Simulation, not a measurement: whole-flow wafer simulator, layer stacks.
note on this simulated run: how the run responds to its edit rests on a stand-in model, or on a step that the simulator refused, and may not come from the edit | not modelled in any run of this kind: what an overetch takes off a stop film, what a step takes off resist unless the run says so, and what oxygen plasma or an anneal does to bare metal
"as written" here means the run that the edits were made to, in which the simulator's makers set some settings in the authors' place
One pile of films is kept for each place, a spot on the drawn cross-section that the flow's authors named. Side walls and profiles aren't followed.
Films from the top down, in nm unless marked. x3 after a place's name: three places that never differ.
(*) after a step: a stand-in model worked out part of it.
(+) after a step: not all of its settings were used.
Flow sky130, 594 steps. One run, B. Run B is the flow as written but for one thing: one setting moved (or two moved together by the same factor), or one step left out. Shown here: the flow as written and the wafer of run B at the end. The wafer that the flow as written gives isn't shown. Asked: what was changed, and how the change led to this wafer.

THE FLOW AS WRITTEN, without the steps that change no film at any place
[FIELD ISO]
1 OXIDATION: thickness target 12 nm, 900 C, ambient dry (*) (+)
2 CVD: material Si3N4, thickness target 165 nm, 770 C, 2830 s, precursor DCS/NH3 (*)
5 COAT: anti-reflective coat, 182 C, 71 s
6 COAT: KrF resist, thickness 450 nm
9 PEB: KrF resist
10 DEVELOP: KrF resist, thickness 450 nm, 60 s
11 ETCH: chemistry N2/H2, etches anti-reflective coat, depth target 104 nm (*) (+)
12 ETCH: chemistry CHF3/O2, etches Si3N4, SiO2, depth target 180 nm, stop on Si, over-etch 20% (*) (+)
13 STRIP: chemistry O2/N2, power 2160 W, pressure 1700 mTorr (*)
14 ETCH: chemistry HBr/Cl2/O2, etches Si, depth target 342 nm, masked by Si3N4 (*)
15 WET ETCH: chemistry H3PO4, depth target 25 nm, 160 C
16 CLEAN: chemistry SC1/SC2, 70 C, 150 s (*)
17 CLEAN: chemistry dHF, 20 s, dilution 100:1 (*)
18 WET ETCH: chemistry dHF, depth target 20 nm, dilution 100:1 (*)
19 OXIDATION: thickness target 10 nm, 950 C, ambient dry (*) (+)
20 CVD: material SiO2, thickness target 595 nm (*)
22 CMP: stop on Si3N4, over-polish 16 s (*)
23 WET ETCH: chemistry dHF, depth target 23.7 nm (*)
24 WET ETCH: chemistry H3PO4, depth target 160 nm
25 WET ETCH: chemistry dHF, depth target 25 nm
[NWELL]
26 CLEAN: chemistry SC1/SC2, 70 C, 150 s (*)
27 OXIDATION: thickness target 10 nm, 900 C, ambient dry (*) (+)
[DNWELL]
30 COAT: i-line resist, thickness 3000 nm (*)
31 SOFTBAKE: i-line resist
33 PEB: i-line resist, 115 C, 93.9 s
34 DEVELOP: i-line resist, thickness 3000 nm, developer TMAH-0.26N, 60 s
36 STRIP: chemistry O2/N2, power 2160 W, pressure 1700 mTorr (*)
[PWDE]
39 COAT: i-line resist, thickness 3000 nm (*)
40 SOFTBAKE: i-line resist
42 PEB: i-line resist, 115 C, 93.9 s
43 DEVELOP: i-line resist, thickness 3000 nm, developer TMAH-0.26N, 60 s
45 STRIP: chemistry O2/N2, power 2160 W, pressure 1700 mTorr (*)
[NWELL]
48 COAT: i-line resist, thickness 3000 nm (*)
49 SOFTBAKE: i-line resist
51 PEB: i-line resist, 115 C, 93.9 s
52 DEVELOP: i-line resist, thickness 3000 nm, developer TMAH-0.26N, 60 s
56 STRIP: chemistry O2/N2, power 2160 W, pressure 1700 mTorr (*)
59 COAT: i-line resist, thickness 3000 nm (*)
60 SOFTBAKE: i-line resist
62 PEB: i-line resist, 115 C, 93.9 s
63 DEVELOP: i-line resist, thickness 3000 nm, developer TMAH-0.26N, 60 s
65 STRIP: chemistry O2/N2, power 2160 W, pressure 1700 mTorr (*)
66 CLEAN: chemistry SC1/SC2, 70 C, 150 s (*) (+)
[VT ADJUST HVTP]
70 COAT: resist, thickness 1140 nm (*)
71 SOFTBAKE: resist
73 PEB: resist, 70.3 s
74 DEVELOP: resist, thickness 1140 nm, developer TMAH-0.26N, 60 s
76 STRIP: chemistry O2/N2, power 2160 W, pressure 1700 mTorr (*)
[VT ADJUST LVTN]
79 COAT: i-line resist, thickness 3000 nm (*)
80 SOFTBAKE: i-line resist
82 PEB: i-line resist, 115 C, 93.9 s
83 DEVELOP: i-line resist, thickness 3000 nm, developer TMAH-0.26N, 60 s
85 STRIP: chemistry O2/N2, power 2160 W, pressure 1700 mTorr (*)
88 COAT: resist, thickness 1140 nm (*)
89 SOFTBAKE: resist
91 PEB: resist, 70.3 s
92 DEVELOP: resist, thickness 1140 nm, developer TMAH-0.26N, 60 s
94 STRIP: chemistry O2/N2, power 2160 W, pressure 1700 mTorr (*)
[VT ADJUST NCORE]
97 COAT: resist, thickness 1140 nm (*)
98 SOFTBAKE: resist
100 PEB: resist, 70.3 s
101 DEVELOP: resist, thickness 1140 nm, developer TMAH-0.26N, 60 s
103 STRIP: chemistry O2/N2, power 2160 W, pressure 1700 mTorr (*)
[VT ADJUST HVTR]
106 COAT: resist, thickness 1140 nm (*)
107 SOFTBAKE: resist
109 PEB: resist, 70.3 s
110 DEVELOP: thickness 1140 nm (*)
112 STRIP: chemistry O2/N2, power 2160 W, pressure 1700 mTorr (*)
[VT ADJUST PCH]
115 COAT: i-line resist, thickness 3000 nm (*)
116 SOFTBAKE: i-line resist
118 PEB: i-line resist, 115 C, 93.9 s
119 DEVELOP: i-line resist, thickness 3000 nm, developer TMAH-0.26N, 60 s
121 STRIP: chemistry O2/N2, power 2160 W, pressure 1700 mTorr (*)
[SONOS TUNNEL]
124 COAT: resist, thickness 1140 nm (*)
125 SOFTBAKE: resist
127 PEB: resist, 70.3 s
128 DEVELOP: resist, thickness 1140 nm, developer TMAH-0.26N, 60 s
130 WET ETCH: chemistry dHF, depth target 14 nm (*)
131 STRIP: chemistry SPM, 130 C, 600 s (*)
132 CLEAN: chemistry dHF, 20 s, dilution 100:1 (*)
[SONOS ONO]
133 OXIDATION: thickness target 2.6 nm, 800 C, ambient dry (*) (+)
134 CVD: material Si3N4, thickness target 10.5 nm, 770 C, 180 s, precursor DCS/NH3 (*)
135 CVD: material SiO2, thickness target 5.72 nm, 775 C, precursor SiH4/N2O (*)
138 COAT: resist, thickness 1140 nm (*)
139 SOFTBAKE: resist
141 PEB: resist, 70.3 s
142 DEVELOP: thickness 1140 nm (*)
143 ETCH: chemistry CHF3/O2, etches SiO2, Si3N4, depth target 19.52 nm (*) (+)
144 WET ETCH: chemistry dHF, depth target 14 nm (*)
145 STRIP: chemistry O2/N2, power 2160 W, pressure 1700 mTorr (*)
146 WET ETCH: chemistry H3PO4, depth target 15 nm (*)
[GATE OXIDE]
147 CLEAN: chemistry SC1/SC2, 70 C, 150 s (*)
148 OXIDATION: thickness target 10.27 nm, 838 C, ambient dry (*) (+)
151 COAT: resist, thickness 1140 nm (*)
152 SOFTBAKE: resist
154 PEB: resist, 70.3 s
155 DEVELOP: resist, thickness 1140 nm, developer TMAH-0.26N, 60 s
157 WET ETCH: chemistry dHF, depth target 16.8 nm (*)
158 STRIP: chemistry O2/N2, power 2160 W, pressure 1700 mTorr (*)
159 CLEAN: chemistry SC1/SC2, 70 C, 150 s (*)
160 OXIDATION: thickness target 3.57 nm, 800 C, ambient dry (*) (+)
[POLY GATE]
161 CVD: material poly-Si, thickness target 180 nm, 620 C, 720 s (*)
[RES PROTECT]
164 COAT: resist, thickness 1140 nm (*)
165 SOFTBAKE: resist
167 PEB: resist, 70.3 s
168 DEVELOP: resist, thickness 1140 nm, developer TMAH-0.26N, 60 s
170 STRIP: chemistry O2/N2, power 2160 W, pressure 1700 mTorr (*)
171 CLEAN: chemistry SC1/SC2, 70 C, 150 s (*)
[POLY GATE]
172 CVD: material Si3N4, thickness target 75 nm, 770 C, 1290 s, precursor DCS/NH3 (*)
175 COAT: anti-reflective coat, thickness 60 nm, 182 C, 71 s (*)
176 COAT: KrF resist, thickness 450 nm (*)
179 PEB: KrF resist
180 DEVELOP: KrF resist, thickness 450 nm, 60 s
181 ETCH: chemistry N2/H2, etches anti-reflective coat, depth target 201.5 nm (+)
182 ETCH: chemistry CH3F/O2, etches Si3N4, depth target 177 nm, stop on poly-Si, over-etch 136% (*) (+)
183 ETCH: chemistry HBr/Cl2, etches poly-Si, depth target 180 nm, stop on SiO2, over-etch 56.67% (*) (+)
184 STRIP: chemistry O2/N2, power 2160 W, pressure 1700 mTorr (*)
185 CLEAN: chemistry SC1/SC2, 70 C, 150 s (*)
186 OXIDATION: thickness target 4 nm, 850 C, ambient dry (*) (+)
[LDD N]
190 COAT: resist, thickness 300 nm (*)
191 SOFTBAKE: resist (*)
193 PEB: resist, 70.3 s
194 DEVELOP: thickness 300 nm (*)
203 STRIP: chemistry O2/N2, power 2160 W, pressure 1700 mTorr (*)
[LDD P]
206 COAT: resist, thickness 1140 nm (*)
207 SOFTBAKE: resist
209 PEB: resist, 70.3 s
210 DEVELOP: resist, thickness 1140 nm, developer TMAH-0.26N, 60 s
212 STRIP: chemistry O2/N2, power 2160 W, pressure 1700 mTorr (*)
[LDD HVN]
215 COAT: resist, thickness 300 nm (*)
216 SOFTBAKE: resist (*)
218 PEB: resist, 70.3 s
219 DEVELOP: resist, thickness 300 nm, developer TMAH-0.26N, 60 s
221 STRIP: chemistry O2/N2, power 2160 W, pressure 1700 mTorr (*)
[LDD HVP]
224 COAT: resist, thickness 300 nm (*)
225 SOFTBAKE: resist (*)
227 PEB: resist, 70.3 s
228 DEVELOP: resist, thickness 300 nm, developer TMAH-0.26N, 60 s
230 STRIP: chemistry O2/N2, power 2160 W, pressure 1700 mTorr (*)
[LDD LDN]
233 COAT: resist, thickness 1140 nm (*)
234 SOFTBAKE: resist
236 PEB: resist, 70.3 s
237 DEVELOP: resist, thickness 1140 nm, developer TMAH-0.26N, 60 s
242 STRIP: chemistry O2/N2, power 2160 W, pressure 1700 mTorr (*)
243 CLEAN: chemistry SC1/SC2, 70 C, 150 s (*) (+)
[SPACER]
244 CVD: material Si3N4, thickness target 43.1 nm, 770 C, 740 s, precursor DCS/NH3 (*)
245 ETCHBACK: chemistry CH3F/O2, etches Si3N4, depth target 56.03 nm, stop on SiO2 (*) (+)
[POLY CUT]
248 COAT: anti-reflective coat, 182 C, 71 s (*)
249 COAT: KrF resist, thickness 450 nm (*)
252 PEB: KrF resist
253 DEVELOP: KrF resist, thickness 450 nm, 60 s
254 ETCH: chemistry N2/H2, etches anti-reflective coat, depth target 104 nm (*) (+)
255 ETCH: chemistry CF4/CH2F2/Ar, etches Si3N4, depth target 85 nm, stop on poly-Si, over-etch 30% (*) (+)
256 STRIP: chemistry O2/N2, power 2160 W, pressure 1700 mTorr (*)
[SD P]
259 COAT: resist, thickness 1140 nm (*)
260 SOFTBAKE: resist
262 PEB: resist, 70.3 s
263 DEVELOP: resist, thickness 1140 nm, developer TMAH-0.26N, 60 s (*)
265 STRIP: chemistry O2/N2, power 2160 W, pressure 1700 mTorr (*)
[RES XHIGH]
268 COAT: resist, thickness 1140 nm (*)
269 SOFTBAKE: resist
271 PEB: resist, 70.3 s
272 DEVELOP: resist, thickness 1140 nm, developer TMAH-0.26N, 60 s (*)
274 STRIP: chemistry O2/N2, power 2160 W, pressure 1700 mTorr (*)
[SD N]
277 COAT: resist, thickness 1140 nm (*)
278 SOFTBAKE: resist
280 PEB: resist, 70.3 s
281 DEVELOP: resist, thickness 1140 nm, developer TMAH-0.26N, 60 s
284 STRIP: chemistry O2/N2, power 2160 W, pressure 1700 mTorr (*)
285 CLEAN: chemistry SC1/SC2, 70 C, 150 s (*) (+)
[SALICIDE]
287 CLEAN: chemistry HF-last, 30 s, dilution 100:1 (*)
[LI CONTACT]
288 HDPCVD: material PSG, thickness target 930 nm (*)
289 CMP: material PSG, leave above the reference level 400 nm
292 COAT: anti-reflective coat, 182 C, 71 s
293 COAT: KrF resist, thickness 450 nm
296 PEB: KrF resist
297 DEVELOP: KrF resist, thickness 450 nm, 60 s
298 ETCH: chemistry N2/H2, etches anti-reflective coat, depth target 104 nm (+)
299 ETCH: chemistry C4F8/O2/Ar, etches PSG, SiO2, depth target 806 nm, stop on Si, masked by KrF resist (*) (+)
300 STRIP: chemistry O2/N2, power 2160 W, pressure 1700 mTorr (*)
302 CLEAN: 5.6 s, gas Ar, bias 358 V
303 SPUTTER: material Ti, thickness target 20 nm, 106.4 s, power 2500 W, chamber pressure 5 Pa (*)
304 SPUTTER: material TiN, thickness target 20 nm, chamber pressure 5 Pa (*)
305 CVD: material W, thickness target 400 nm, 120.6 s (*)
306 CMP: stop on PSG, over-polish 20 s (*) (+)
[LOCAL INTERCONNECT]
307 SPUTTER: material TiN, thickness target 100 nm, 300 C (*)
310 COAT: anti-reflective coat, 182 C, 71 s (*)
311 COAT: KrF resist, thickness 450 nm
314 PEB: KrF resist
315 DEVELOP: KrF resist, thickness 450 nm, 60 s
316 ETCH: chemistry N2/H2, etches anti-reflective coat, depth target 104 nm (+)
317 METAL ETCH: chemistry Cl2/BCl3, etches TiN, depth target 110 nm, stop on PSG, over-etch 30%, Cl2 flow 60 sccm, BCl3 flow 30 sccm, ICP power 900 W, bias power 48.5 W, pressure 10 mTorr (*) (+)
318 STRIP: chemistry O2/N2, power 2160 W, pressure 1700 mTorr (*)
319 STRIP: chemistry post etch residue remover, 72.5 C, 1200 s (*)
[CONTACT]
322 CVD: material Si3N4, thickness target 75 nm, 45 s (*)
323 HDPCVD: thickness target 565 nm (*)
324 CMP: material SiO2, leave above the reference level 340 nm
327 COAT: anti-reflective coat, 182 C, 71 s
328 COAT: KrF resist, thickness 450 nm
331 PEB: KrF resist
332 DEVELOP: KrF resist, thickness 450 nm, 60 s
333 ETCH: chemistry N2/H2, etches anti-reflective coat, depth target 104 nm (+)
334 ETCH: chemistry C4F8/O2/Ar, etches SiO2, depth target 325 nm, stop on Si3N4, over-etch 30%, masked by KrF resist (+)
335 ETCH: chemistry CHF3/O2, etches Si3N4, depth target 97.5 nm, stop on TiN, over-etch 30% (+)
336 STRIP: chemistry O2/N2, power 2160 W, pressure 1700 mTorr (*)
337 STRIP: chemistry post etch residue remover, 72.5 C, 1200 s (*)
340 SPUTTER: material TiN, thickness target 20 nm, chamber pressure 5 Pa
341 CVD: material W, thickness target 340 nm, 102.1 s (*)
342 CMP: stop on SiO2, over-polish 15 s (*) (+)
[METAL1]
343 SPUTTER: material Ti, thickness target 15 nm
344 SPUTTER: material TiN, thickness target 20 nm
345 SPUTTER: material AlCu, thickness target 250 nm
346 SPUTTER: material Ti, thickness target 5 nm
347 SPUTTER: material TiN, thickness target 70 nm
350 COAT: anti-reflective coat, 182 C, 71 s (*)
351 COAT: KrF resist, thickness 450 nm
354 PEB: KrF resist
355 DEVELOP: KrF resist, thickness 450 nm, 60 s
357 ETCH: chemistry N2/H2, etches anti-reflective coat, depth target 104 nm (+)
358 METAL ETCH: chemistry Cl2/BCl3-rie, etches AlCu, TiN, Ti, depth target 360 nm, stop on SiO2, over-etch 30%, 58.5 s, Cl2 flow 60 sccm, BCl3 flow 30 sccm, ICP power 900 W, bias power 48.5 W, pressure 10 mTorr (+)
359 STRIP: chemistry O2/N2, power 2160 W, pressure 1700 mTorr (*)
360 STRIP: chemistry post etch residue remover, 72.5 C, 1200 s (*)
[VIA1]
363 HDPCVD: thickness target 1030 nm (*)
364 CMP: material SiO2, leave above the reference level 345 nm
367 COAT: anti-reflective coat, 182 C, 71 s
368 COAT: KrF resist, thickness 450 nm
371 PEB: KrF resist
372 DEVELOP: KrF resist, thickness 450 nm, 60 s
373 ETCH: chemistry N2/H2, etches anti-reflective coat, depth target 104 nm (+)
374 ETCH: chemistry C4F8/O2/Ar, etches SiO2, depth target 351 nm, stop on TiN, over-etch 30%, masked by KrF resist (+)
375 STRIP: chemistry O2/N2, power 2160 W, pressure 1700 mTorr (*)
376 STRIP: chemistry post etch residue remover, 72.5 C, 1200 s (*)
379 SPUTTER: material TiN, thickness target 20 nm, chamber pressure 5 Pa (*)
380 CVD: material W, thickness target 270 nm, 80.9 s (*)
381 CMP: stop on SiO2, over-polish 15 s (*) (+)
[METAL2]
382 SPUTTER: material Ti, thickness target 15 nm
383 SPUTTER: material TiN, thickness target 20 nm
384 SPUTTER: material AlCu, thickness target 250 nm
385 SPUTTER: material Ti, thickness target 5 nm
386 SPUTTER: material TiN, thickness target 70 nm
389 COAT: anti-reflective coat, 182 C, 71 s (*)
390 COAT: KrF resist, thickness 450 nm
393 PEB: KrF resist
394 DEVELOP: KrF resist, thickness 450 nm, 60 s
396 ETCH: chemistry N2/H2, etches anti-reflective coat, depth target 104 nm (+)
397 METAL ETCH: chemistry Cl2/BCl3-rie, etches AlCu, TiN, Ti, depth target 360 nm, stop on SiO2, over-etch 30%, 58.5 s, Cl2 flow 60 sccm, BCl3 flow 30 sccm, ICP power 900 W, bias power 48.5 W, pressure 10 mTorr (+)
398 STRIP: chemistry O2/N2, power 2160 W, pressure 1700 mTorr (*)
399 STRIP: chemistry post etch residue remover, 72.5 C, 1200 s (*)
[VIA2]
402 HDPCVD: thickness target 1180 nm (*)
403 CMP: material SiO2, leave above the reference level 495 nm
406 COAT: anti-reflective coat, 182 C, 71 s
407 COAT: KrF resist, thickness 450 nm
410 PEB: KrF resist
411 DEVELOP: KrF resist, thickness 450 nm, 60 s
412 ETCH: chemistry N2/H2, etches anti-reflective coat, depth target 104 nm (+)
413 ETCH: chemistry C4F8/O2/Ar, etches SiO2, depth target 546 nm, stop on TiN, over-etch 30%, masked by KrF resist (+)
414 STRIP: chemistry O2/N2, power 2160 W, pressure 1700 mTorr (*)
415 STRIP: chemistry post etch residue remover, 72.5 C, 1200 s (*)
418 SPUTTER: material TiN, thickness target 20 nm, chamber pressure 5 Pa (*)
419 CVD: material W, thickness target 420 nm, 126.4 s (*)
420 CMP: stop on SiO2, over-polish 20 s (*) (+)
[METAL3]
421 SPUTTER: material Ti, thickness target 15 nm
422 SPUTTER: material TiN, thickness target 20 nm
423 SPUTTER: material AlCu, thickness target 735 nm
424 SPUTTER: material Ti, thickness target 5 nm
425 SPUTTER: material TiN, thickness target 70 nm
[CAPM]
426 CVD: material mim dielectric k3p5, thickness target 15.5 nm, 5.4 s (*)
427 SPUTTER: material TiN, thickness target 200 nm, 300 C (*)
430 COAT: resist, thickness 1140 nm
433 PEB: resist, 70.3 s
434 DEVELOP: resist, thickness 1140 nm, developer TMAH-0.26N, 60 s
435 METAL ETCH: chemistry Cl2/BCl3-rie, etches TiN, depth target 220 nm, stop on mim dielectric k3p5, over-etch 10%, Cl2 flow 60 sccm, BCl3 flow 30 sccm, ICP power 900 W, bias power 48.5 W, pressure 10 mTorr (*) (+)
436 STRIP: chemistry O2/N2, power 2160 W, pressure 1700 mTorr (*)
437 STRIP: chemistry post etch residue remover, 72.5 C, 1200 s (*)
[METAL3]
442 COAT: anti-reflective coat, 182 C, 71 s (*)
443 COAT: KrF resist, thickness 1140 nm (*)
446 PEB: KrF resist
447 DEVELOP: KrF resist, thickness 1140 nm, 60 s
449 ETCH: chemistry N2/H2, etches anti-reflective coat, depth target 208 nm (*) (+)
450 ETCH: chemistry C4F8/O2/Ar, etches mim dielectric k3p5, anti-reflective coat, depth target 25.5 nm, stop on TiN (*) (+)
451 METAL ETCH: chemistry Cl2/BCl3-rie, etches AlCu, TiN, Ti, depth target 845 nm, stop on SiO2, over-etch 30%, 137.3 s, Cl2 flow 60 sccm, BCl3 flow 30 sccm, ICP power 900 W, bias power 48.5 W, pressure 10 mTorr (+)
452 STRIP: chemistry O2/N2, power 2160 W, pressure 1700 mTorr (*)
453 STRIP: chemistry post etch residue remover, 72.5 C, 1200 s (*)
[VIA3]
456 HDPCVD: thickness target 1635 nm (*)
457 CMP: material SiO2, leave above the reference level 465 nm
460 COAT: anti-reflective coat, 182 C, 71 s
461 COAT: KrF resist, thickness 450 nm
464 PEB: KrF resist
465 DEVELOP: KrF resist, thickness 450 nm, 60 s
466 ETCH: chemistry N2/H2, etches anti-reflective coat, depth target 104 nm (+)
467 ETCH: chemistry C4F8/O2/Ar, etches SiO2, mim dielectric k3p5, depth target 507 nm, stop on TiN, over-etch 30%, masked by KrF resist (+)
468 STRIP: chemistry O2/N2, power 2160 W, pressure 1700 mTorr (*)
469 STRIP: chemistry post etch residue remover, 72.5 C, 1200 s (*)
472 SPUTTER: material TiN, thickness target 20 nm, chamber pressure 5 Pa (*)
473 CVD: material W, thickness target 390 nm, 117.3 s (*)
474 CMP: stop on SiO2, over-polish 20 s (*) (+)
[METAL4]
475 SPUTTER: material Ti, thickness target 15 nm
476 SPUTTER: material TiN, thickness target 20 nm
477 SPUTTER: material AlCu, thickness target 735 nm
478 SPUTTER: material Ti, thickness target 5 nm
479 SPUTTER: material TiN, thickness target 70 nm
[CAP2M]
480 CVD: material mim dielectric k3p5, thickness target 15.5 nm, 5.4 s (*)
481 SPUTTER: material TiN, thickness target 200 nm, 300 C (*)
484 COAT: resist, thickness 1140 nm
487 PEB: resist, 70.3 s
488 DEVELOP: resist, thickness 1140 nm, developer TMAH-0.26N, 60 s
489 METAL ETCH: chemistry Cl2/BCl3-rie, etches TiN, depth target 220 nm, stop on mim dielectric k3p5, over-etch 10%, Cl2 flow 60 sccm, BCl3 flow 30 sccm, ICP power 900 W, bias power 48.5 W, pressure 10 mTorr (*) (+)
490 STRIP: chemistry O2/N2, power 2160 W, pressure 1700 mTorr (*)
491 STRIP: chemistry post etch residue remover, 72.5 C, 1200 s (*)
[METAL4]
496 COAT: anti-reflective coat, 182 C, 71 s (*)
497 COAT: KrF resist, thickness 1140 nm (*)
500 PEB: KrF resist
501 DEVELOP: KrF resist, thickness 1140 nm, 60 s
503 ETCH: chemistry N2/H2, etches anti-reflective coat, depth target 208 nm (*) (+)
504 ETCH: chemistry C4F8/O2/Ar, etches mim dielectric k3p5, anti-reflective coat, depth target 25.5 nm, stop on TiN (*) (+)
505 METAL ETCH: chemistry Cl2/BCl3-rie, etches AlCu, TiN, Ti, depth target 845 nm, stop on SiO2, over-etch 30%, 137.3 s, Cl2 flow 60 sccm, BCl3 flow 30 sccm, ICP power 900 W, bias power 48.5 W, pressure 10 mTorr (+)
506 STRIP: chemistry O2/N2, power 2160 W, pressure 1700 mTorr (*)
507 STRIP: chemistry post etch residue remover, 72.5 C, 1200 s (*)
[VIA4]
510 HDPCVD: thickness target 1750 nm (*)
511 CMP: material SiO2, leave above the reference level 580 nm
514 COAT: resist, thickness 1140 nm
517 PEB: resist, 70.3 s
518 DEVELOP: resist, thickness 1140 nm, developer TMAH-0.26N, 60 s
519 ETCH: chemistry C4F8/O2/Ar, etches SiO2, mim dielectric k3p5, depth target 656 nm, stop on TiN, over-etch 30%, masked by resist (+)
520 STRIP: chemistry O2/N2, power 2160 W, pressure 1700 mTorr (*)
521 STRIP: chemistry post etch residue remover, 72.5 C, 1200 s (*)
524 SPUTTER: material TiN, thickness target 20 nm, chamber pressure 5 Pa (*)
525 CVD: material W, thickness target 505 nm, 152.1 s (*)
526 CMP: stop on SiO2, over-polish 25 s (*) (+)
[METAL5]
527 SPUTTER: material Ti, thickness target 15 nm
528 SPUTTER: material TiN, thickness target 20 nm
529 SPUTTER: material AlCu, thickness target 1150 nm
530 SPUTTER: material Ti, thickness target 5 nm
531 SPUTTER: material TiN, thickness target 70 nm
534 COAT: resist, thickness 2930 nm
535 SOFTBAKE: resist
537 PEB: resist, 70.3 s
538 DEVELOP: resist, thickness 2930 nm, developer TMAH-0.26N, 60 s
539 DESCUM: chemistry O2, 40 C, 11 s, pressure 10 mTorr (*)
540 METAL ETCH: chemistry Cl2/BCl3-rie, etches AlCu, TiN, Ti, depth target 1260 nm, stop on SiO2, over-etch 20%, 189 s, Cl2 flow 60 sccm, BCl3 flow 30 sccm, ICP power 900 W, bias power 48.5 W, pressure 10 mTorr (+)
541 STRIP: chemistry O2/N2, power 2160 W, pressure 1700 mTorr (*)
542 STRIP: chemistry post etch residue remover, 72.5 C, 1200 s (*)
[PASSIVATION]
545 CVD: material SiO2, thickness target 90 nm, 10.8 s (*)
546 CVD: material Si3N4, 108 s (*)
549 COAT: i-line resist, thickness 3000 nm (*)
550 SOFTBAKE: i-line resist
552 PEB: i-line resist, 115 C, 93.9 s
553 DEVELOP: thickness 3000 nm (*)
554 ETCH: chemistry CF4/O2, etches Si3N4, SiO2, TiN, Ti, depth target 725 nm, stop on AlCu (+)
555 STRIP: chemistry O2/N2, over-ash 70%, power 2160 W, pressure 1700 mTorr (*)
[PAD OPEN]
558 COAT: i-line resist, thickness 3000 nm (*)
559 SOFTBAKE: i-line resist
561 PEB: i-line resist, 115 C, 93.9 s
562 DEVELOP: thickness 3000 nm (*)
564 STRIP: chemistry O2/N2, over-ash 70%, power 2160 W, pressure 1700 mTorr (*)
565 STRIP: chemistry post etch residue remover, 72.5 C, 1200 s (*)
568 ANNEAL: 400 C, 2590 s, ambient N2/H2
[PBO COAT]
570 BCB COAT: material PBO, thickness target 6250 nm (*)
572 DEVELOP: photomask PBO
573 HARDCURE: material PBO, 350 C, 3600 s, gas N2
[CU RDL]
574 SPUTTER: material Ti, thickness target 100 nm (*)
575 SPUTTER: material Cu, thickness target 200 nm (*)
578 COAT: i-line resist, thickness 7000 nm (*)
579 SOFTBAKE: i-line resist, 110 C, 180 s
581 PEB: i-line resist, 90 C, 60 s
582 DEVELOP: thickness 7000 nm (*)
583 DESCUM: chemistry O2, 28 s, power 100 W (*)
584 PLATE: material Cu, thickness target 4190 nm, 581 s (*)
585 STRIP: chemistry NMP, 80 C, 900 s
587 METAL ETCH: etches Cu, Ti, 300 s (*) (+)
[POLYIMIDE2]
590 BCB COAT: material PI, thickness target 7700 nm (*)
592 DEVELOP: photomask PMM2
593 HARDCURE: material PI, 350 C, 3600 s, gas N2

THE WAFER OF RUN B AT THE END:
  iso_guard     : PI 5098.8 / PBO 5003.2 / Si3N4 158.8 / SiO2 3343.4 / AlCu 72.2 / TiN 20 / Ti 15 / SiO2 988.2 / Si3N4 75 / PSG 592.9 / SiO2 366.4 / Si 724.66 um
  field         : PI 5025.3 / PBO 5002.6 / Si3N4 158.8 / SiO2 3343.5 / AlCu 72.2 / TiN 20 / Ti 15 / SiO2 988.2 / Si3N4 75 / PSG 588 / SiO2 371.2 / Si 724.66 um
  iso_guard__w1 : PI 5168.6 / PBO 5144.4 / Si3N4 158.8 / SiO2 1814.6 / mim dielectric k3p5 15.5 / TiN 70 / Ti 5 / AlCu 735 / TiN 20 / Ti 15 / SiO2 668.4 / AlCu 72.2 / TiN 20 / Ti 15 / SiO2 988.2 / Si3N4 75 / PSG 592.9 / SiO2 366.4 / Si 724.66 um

The cause: step 397, METAL ETCH: depth target 189 nm was run, where the flow has depth target 360 nm; step 397, METAL ETCH: 30.7 s was run, where the flow has 58.5 s.

How the change led to this, step by step:
  397 METAL ETCH: chemistry Cl2/BCl3-rie, etches AlCu, TiN, Ti, depth target 360 nm, stop on SiO2, over-etch 30%, 58.5 s, Cl2 flow 60 sccm, BCl3 flow 30 sccm, ICP power 900 W, bias power 48.5 W, pressure 10 mTorr (+)
      field, active, gate and 82 more: TiN -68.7 (all of it), Ti -5 (all of it), AlCu -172 (as written it would be: TiN -68.7 (all of it), Ti -5 (all of it), AlCu -250 (all of it), TiN -20 (all of it), Ti -15 (all of it), SiO2 -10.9)
      n_well, p_well, sd_n and 90 more: KrF resist -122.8 (as written it would be: KrF resist -234)
      (and at 13 more places)
  398 STRIP: chemistry O2/N2, power 2160 W, pressure 1700 mTorr (*)
      gate_hv, mim, dice_street and 96 more: KrF resist -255 (all of it), anti-reflective coat -80 (all of it) (as written it would be: KrF resist -143.8 (all of it), anti-reflective coat -80 (all of it))
      n_well, p_well, sd_n, sd_p, pad: KrF resist -254.9 (all of it), anti-reflective coat -80 (all of it) (as written it would be: KrF resist -143.8 (all of it), anti-reflective coat -80 (all of it))
      (and at 2 more places)
  399 STRIP: chemistry post etch residue remover, 72.5 C, 1200 s (*)
      field, active, gate and 82 more: AlCu -5.72 (as written it would be: nothing)
  402 HDPCVD: thickness target 1180 nm (*)
      field, active, gate and 82 more: SiO2 +1180 (new film) (as written it would be: SiO2 +1180)
  403 CMP: material SiO2, leave above the reference level 495 nm
      field, active, gate and 82 more: SiO2 -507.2 (as written it would be: SiO2 -389.1)
Counting metal films that touch as one body, iso_guard has 1 body; the flow as written gives 0 bodies.
Counting metal films that touch as one body, field has 1 body; the flow as written gives 0 bodies.
Counting metal films that touch as one body, iso_guard__w1 has 2 bodies (between them, from the top down: SiO2 668.4); the flow as written gives 1 body.
